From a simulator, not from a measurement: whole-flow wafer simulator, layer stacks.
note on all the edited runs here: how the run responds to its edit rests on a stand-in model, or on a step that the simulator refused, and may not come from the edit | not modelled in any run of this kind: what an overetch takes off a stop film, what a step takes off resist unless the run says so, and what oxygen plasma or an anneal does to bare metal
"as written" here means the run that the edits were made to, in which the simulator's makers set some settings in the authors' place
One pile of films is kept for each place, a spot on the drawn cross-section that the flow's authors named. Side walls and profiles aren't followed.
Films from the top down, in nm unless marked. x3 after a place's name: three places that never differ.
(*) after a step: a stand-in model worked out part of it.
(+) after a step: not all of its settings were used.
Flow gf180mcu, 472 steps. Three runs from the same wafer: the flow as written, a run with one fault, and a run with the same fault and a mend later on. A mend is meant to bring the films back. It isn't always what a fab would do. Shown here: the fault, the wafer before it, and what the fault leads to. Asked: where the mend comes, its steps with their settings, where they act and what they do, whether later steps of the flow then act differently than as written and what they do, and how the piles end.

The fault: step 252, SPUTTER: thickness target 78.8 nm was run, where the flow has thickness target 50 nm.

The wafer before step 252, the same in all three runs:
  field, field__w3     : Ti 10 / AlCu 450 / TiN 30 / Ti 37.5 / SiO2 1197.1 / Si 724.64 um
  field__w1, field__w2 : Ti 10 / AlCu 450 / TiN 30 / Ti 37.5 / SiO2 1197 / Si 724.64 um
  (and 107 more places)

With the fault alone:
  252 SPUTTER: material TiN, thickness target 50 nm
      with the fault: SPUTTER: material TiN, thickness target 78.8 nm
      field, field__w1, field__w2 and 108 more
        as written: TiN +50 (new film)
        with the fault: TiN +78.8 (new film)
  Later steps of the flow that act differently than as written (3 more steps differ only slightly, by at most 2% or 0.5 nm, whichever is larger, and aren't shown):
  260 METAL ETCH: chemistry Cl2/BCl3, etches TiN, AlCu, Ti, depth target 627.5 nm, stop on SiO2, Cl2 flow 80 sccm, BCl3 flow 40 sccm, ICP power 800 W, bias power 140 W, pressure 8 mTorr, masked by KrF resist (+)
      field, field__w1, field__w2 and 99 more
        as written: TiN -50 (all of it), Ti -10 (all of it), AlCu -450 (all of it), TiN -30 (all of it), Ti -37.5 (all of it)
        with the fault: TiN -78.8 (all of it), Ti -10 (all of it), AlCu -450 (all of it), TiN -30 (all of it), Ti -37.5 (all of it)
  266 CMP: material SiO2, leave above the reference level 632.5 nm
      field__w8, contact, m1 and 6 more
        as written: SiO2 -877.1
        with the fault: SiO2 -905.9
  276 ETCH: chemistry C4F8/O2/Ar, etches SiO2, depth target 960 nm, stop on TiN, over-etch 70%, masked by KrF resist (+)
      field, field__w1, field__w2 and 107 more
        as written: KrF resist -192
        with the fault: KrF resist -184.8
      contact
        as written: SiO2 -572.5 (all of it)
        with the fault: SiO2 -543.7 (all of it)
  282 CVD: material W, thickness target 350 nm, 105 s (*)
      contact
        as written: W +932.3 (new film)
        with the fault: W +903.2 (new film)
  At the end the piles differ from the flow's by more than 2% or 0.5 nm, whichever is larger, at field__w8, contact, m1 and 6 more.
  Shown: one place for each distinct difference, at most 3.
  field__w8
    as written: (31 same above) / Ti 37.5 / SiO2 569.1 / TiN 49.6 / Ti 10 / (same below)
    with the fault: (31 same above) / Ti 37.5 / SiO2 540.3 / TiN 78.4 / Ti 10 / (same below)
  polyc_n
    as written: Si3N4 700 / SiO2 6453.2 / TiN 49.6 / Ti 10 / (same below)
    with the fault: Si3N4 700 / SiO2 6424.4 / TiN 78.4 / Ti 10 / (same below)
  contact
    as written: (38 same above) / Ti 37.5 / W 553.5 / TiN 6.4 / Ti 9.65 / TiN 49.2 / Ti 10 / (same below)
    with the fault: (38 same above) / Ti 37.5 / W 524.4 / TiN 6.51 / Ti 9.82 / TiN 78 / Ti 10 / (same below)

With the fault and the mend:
  The mend comes after step 259.
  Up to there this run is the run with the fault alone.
  259a STRIP: chemistry O2/N2, power 2160 W, pressure 1700 mTorr (*)
      field__w8, contact, m1 and 6 more
        KrF resist -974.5 (all of it)
  259b METAL ETCH: chemistry Cl2/BCl3, etches TiN, AlCu, Ti, depth target 28.8 nm, Cl2 flow 80 sccm, BCl3 flow 40 sccm, ICP power 800 W, bias power 140 W, pressure 8 mTorr
      field, field__w1, field__w2 and 108 more
        TiN -28.8
  259c HMDS: 120 C, 60 s (the flow's step 254 once more)
      changes no film at any place that is followed
  259d COAT: KrF resist, thickness 1000 nm (the flow's step 255 once more)
      field, field__w1, field__w2 and 108 more
        KrF resist +1000 (new film)
  259e SOFTBAKE: KrF resist (the flow's step 256 once more)
      changes no film at any place that is followed
  259f EXPOSE: photomask Metal1 (the flow's step 257 once more)
      changes no film at any place that is followed
  259g PEB: KrF resist, 135 C, 90 s (the flow's step 258 once more)
      field, field__w1, field__w2 and 108 more
        KrF resist -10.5
  259h DEVELOP: thickness 1000 nm, 60 s (the flow's step 259 once more)
      field, field__w1, field__w2 and 99 more
        KrF resist -989.5 (all of it)
      field__w8, contact, m1 and 6 more
        KrF resist -14.9
  No later step of the flow acts differently than as written at any place that is followed.
  At the end the piles are the same as the flow's at every place that both follow.
